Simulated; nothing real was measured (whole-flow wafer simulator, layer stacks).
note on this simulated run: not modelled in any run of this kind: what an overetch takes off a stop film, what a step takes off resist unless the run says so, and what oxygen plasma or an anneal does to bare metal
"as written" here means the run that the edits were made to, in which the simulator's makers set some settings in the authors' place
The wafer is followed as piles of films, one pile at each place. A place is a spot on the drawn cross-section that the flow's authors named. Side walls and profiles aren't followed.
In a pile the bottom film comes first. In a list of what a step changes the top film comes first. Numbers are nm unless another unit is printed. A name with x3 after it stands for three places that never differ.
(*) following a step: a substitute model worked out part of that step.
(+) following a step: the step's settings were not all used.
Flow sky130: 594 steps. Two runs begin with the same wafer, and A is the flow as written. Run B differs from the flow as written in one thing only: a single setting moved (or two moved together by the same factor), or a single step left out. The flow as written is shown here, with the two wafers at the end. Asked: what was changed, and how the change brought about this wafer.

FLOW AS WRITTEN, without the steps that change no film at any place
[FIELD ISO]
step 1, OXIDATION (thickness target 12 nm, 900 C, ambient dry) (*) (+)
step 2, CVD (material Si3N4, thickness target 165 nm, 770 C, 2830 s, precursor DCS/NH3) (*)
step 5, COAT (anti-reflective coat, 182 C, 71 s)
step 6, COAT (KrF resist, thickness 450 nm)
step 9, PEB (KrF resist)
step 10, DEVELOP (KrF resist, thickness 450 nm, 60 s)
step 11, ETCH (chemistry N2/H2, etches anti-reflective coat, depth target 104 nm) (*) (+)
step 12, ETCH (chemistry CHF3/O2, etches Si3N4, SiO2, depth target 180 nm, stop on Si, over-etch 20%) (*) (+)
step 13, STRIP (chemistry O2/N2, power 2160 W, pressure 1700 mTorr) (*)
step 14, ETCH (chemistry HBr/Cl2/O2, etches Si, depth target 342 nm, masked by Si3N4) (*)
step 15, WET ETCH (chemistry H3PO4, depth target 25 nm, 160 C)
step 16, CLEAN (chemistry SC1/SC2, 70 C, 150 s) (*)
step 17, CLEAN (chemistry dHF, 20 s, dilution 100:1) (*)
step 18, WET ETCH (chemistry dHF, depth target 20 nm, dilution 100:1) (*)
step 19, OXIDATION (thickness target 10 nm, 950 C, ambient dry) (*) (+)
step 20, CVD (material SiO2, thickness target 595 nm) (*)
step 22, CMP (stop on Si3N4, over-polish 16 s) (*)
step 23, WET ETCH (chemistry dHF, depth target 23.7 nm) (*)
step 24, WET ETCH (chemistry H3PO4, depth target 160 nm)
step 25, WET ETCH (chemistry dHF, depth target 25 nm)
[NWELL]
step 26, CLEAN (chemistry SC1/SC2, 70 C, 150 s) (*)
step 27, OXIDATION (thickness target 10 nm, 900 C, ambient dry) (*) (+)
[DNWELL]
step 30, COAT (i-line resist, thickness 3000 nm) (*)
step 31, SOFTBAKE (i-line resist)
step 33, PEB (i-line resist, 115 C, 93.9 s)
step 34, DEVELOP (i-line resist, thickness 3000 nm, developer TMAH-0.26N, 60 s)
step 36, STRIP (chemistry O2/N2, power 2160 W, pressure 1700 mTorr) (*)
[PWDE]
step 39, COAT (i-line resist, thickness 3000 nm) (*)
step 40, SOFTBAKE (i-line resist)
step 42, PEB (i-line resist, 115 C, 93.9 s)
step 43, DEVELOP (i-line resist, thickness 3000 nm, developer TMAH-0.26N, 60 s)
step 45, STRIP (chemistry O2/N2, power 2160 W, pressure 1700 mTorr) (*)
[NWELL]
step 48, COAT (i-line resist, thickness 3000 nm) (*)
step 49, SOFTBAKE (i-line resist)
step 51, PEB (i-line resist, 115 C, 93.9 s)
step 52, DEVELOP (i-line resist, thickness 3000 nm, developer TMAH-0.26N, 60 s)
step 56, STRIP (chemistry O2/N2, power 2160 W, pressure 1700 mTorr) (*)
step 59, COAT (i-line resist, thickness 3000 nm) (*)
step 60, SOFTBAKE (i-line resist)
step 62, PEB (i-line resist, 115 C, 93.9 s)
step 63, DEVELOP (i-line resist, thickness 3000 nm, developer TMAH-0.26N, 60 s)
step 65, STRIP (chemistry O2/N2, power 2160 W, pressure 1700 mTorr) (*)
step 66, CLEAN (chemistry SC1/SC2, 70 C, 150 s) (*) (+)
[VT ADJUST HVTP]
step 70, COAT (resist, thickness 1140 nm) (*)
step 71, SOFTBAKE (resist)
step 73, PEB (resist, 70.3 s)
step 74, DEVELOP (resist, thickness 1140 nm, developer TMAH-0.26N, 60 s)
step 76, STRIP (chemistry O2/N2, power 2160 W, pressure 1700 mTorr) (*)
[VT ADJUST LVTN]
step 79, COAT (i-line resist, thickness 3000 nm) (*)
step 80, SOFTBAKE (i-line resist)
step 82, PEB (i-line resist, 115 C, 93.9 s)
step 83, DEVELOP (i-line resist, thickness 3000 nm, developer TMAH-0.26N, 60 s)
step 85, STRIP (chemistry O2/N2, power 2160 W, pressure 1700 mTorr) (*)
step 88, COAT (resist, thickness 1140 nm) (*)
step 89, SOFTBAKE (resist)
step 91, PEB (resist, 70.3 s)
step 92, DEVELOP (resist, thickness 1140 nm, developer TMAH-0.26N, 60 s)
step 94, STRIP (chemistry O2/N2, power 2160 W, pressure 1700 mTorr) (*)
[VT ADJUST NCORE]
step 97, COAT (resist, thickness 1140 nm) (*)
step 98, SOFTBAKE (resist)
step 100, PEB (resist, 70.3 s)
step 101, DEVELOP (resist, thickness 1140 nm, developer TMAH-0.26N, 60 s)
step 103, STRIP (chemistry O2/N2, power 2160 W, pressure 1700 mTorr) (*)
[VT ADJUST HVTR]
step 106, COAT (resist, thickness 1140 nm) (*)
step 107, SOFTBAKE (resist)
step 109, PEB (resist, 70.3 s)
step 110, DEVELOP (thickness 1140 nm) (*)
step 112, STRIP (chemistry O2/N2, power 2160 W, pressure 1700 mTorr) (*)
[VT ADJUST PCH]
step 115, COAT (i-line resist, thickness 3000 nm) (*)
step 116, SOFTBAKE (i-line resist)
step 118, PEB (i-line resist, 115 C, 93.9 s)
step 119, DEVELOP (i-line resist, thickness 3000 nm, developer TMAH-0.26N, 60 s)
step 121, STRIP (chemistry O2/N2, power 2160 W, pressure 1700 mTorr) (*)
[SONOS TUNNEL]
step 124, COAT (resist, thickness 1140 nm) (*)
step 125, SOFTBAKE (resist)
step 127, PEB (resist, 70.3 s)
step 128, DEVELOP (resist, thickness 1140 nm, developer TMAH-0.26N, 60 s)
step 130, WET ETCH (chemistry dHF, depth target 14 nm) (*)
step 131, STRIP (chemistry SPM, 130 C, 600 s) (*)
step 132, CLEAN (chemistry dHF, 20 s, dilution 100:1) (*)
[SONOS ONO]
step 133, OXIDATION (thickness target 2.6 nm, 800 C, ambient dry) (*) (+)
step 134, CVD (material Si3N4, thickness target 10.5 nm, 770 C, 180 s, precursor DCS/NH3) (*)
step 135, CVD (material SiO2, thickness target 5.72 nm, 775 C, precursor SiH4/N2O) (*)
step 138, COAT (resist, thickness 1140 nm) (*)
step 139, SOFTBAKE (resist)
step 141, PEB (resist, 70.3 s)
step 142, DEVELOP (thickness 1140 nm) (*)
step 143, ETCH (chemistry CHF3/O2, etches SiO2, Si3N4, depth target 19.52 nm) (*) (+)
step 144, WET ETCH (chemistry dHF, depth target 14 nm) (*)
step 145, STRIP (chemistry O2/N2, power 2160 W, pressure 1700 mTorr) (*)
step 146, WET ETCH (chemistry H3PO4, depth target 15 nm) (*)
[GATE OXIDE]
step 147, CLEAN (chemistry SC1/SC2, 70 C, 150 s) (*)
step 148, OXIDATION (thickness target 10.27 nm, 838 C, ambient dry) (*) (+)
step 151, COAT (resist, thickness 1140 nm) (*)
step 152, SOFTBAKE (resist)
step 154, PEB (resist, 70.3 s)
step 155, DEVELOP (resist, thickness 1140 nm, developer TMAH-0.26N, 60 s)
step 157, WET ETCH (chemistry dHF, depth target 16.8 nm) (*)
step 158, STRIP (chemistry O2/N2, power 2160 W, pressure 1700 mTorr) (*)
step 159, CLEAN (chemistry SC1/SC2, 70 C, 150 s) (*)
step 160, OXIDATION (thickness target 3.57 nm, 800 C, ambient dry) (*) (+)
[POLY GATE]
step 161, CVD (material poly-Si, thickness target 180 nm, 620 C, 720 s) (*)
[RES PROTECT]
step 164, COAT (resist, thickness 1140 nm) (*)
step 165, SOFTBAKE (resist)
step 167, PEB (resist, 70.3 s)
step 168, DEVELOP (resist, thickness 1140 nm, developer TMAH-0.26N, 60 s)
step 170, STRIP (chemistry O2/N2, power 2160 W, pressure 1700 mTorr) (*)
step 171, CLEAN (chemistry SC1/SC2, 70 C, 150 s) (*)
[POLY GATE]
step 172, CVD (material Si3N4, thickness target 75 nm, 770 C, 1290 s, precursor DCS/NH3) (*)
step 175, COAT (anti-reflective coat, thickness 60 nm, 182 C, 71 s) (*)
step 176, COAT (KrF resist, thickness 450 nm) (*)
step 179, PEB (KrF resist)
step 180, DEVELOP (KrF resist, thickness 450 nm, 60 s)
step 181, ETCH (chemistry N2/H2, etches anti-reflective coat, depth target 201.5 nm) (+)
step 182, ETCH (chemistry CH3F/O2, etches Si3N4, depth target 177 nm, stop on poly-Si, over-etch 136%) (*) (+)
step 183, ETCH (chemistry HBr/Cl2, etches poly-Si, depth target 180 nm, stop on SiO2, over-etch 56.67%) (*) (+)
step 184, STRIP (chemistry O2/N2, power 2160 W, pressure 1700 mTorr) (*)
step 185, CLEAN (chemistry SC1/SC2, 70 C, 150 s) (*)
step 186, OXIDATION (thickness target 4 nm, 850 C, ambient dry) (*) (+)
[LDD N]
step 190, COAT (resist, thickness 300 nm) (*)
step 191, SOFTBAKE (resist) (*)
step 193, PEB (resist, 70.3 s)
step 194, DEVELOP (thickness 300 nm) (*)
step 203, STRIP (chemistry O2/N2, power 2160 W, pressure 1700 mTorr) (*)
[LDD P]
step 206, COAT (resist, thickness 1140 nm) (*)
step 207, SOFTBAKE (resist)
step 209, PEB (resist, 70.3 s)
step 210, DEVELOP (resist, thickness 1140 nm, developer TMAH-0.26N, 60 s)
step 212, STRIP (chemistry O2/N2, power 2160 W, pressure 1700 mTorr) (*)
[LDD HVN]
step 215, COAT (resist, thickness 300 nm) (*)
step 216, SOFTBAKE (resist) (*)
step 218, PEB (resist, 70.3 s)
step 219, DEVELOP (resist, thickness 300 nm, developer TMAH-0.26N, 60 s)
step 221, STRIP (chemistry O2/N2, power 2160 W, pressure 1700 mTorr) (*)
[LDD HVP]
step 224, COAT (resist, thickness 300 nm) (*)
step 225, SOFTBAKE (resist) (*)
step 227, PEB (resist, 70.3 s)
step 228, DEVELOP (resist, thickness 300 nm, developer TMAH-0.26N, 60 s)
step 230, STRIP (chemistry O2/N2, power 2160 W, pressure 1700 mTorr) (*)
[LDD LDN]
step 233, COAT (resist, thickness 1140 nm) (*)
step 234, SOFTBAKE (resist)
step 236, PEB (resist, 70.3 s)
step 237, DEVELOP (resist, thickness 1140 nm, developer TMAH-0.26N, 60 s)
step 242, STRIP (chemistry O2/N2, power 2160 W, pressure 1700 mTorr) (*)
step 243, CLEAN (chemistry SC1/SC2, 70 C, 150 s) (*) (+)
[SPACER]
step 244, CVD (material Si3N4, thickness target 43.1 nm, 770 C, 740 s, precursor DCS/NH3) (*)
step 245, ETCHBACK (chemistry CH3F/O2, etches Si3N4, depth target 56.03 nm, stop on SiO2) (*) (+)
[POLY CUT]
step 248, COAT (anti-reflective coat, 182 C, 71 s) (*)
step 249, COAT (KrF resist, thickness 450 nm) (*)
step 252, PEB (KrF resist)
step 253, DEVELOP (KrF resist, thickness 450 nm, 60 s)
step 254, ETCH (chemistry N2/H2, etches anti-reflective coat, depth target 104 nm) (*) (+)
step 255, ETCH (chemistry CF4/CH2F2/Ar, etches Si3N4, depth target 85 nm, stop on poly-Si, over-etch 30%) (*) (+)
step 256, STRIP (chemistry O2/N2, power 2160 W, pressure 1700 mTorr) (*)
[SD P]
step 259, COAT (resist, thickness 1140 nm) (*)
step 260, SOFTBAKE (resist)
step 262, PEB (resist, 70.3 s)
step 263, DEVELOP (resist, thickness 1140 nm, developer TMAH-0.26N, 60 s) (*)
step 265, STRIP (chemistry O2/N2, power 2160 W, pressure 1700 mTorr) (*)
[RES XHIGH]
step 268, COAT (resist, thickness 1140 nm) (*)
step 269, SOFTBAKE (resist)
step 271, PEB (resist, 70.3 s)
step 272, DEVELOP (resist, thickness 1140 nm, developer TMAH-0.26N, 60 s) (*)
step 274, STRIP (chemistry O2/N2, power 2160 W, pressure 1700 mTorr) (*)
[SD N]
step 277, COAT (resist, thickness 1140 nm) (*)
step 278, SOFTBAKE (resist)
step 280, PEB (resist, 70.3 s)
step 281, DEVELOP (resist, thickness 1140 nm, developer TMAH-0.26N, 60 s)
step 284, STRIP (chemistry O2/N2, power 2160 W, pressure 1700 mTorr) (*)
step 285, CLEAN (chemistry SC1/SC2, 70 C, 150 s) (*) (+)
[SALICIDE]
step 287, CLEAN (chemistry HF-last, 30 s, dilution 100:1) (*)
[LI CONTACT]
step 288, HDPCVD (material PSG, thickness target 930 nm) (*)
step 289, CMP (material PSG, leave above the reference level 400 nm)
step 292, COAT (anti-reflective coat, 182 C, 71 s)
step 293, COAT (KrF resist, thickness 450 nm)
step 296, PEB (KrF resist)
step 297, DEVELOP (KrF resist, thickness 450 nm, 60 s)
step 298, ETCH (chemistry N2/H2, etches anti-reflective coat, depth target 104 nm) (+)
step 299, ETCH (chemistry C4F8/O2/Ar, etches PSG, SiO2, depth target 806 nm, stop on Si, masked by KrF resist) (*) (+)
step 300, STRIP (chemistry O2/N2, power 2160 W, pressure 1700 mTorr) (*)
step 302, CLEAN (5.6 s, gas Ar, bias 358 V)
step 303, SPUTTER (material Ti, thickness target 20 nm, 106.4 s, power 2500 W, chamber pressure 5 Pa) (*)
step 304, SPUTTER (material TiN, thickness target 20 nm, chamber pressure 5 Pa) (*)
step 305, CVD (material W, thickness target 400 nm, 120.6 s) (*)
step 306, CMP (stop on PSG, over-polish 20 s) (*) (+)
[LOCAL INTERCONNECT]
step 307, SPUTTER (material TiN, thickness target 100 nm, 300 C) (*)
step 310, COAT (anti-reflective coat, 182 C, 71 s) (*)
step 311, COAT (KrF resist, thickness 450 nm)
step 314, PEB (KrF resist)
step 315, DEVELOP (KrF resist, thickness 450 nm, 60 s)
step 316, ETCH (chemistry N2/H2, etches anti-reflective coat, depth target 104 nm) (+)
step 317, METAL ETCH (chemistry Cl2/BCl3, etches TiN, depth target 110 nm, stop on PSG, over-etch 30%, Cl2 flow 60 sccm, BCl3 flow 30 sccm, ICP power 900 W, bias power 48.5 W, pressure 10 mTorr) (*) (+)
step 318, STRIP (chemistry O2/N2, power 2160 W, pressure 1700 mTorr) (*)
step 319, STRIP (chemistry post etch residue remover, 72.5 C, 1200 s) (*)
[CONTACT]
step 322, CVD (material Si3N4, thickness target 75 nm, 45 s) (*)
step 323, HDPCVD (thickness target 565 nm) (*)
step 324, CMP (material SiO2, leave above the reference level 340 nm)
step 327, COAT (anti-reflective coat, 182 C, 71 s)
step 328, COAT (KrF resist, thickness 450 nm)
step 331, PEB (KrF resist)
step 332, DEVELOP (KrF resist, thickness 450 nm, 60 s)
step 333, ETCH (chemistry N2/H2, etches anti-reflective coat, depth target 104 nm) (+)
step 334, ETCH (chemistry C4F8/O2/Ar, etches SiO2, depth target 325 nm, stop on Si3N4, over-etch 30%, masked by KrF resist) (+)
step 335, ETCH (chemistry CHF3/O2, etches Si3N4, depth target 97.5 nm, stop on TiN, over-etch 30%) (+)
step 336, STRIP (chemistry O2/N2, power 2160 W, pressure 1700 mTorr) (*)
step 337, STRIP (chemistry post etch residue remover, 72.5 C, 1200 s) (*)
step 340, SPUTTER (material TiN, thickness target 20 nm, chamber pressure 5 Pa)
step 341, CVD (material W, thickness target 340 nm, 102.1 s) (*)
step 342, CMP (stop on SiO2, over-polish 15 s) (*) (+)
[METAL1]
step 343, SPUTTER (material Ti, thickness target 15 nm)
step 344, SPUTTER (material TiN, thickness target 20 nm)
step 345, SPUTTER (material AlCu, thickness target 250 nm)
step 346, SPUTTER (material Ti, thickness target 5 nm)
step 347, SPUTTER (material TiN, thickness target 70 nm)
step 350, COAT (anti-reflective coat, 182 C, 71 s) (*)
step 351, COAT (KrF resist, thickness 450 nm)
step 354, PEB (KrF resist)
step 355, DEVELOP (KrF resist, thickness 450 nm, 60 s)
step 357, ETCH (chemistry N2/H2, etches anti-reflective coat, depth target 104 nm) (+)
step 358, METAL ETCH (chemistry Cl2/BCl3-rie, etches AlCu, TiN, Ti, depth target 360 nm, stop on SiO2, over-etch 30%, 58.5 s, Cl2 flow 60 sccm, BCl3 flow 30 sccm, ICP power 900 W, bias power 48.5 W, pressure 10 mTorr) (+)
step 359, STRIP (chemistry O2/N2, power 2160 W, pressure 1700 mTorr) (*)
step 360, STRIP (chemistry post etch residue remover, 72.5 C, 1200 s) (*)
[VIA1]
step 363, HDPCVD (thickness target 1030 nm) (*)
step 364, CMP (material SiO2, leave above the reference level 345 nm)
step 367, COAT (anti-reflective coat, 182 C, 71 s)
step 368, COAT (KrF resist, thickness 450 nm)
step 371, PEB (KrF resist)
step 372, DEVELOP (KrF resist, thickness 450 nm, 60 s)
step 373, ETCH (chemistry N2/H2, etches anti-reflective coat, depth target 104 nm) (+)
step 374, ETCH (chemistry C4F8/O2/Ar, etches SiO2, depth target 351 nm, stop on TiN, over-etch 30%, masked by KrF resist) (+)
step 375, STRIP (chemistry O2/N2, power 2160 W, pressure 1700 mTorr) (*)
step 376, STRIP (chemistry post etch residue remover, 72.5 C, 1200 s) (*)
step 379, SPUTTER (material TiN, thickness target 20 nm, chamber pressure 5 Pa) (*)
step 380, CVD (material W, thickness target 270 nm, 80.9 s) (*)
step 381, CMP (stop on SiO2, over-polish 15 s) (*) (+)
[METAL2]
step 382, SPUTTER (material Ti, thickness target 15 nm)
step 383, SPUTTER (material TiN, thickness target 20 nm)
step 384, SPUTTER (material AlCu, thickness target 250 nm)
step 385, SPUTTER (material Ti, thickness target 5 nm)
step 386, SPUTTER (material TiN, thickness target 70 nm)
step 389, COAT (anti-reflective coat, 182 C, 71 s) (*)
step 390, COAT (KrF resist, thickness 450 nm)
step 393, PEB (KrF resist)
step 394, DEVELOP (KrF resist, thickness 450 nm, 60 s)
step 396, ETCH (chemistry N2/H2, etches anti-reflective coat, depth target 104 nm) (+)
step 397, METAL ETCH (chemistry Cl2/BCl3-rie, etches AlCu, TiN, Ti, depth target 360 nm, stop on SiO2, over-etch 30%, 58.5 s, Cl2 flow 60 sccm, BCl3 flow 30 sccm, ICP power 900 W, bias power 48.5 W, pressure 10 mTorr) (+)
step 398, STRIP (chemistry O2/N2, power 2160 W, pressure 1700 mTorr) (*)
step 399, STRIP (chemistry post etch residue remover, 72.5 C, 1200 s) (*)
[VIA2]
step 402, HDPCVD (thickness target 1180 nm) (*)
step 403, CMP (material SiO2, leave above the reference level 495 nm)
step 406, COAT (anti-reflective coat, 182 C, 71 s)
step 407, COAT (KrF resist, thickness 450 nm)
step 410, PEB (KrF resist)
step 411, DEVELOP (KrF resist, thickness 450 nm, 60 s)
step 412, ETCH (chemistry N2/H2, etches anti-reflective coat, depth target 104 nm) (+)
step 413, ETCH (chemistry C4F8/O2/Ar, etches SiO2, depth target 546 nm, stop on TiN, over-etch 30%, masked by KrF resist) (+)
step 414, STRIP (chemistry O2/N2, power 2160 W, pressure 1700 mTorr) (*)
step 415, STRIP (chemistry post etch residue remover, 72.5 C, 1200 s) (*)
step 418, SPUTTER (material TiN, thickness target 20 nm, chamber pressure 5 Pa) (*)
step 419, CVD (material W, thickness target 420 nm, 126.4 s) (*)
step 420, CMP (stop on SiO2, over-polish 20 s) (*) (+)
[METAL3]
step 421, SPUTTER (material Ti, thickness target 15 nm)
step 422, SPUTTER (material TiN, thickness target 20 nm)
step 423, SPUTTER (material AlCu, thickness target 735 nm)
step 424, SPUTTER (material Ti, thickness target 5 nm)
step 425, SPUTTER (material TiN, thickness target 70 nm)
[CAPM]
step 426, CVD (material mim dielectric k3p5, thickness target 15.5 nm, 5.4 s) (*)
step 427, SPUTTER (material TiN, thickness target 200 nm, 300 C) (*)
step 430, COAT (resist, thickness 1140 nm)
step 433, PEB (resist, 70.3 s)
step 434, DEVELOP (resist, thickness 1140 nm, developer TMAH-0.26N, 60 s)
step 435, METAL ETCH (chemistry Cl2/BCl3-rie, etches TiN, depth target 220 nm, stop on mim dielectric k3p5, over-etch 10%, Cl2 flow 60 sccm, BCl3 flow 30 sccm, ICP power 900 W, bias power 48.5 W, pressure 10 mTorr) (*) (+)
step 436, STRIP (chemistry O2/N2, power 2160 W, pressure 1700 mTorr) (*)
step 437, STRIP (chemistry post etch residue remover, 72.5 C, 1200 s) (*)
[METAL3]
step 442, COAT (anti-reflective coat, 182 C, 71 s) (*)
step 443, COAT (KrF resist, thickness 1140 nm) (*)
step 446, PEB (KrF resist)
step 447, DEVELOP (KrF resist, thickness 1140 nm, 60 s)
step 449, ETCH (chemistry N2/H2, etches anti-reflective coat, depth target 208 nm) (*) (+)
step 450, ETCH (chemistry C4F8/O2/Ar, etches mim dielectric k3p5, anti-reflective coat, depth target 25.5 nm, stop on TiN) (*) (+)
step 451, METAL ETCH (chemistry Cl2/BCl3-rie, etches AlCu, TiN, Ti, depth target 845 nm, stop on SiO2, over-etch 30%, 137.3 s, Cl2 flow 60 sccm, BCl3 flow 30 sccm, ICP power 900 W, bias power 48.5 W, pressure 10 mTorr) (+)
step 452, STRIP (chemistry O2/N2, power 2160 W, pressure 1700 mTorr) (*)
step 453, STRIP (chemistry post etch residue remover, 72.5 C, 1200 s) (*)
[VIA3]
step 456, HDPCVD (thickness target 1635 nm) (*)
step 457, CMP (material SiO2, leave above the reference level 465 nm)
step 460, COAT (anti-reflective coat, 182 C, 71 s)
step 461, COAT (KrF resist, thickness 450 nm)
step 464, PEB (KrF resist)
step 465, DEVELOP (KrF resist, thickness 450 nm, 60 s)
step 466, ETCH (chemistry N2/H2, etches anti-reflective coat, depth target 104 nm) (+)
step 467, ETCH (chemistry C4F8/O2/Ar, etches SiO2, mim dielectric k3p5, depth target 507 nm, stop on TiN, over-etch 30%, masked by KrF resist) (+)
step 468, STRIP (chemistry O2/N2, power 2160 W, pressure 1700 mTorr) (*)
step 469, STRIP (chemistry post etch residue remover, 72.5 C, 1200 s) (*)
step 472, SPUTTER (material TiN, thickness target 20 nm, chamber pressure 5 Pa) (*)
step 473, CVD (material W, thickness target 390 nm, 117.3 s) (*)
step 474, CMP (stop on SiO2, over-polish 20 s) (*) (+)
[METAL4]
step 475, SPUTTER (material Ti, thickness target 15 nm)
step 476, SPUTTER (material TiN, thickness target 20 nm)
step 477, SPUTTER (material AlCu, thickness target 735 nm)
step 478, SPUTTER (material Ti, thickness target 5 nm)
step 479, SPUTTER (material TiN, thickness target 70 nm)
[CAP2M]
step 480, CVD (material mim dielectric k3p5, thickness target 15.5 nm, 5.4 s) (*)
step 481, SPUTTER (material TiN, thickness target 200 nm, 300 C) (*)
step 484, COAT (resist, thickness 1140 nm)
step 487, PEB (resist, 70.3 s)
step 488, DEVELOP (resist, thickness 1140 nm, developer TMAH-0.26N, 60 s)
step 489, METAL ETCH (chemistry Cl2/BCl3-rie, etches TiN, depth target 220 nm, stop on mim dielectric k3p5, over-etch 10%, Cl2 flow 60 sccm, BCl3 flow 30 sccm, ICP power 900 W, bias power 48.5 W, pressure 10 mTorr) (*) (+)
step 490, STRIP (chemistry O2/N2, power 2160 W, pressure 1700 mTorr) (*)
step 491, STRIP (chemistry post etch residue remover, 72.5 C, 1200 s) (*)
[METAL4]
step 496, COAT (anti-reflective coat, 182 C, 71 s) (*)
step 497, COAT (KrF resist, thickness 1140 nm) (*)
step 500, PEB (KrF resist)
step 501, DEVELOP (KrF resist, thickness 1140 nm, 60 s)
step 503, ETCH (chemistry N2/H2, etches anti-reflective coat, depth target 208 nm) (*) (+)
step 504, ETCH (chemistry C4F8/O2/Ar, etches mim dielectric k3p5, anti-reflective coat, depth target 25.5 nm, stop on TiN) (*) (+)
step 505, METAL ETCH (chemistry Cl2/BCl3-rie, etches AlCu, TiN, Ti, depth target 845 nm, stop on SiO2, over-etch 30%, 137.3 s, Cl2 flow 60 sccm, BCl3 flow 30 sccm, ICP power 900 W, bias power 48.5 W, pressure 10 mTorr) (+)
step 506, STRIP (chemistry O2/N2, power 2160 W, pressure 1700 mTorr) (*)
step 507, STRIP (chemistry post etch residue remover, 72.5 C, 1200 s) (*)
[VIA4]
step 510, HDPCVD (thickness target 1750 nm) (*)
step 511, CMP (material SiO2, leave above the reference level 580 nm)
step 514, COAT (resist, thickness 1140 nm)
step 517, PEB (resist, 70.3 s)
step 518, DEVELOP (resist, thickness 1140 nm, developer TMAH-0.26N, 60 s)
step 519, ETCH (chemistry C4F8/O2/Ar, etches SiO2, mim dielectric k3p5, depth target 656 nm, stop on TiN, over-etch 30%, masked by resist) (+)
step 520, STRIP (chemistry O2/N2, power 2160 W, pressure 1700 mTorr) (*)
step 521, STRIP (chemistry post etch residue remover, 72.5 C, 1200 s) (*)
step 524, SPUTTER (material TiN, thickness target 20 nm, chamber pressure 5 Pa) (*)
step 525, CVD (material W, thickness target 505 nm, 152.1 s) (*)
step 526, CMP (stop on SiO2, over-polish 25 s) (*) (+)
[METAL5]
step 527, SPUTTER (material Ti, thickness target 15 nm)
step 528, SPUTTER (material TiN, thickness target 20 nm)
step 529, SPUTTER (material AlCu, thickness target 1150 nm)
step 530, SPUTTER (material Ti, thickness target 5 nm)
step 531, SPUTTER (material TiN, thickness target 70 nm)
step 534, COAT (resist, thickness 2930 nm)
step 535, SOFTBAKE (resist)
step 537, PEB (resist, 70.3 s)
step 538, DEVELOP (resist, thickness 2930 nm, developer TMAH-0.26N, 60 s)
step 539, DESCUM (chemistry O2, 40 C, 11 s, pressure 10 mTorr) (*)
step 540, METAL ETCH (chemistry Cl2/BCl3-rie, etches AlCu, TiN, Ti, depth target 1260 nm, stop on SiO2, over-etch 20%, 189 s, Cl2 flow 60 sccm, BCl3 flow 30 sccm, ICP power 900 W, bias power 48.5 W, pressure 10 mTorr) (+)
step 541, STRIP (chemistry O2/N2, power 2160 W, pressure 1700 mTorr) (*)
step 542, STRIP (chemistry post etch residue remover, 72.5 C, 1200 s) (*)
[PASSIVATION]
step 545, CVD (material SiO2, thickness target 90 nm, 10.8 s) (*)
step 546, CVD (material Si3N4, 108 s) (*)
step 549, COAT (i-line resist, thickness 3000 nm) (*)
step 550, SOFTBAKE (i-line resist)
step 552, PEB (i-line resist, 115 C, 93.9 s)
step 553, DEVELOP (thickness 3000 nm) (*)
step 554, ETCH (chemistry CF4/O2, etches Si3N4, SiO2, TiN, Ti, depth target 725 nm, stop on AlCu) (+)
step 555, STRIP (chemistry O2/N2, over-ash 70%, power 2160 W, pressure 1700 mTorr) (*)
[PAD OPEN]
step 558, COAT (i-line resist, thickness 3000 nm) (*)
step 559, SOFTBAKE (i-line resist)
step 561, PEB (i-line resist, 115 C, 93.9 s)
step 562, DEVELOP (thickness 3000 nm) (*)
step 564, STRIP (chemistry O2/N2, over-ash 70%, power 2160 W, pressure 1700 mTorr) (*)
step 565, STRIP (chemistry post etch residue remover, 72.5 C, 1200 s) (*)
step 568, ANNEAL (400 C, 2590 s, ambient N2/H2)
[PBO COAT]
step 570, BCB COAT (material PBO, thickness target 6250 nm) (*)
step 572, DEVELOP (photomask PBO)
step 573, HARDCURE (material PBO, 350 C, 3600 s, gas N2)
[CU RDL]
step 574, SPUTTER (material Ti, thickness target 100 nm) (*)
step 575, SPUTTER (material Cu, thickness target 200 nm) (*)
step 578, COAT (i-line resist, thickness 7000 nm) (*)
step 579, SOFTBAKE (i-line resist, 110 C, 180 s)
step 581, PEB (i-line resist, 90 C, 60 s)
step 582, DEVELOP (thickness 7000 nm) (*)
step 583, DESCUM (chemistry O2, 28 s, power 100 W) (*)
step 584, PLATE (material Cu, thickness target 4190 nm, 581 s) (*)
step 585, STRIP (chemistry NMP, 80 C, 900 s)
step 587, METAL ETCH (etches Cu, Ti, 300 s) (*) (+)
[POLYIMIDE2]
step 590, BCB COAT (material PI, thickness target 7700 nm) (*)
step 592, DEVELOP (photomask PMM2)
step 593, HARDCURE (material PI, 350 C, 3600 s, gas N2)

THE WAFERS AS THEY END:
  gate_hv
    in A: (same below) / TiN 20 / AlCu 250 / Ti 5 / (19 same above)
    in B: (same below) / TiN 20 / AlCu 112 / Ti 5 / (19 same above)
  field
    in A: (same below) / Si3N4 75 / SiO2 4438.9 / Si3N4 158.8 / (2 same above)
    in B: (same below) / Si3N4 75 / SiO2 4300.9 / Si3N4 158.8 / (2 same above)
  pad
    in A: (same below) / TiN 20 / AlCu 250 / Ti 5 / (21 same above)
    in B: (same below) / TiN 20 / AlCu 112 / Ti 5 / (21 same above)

Cause: step 384, SPUTTER: thickness target 112 nm was run, though the flow has thickness target 250 nm.
The wafer lets one read it off: gate_hv has AlCu 112, and step 384 as written asks for 250 nm.

The path from the change to this, step by step:
  step 384, SPUTTER (material AlCu, thickness target 250 nm)
      field, active, n_well and 188 more: A +250 AlCu (new film) | B +112 AlCu (new film)
  step 397, METAL ETCH (chemistry Cl2/BCl3-rie, etches AlCu, TiN, Ti, depth target 360 nm, stop on SiO2, over-etch 30%, 58.5 s, Cl2 flow 60 sccm, BCl3 flow 30 sccm, ICP power 900 W, bias power 48.5 W, pressure 10 mTorr) (+)
      field, active, gate and 82 more: A -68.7 TiN (all of it), -5 Ti (all of it), -250 AlCu (all of it), -20 TiN (all of it), -15 Ti (all of it), -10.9 SiO2 | B -68.7 TiN (all of it), -5 Ti (all of it), -112 AlCu (all of it), -20 TiN (all of it), -15 Ti (all of it), -24.7 SiO2
  step 403, CMP (material SiO2, leave above the reference level 495 nm)
      field, active, gate and 82 more: A -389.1 SiO2 | B -513.3 SiO2
